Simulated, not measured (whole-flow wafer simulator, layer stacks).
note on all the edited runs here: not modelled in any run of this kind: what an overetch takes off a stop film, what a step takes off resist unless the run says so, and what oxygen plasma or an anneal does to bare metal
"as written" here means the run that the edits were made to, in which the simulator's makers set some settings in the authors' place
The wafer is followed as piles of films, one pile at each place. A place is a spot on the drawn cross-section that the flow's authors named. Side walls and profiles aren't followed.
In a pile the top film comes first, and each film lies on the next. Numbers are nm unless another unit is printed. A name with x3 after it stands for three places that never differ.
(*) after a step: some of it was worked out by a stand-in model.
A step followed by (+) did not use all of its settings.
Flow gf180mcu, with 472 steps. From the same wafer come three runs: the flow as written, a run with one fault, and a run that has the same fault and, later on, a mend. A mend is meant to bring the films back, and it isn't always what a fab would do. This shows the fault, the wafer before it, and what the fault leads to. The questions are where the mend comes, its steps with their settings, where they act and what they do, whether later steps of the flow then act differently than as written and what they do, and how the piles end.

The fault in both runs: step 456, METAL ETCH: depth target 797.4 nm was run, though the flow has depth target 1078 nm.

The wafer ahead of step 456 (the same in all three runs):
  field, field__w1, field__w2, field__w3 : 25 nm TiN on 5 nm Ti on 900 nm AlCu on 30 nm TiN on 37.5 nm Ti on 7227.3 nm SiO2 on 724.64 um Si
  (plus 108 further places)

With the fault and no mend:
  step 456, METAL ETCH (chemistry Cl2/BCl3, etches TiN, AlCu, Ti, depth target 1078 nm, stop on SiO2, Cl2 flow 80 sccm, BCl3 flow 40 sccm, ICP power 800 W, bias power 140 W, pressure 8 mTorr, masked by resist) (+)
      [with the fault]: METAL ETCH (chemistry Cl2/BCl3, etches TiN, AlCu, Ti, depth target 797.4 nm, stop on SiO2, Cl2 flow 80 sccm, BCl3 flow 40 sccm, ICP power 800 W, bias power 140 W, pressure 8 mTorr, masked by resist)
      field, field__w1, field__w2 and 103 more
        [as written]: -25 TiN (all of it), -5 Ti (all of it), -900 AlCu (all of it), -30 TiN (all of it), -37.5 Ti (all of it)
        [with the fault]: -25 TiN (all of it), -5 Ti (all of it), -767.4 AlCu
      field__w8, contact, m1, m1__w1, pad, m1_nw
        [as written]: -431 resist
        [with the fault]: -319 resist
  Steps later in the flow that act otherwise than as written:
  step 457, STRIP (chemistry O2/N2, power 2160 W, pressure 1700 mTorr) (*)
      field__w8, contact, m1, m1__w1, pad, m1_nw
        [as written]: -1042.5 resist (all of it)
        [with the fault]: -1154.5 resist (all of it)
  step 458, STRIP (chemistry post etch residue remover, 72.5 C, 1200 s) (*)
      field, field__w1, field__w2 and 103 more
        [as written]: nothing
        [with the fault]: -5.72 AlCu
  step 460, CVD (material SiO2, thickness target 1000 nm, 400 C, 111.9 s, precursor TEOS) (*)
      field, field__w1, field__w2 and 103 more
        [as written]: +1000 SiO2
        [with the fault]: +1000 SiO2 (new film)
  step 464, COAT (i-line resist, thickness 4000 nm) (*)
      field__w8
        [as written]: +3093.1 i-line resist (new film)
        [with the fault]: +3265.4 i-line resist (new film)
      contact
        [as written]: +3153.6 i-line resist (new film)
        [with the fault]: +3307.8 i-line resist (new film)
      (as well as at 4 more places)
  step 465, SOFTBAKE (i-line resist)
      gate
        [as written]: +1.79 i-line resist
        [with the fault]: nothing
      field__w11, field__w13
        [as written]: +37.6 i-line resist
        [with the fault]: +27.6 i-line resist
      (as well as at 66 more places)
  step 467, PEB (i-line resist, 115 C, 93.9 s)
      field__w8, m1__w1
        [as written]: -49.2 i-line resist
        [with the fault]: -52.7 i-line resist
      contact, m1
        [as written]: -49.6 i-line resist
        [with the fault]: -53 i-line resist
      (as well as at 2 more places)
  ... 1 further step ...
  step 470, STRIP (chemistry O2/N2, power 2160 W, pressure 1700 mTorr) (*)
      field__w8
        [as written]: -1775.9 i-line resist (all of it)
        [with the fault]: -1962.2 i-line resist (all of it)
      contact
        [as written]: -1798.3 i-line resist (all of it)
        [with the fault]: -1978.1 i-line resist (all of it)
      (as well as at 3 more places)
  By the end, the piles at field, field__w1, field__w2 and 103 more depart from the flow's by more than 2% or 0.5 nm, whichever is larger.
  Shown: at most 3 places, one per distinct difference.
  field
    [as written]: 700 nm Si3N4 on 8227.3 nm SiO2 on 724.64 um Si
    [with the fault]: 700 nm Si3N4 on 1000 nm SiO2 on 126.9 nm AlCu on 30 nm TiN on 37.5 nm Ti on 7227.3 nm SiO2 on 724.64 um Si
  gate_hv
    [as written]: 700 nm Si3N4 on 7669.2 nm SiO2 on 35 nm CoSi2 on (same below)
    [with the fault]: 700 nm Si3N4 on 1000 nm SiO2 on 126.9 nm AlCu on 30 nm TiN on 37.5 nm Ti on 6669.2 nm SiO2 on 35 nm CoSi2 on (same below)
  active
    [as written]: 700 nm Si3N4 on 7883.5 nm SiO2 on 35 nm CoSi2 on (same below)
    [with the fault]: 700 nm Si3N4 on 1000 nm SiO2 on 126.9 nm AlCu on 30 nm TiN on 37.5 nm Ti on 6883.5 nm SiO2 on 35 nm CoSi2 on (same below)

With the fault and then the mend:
  The mend follows step 456.
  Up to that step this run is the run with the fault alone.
  step 456a, METAL ETCH (chemistry Cl2/BCl3, etches TiN, AlCu, Ti, depth target 280.1 nm, stop on SiO2, Cl2 flow 80 sccm, BCl3 flow 40 sccm, ICP power 800 W, bias power 140 W, pressure 8 mTorr, masked by resist) (+) (the flow's step 456, run once more with other settings)
      field, field__w1, field__w2 and 103 more
        -132.6 AlCu (all of it), -30 TiN (all of it), -37.5 Ti (all of it)
      field__w8, contact, m1, m1__w1, pad, m1_nw
        -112 resist
  Every later step of the flow that is run acts as written at every place that is followed.
  By the end, the piles equal the flow's at every place that both follow.
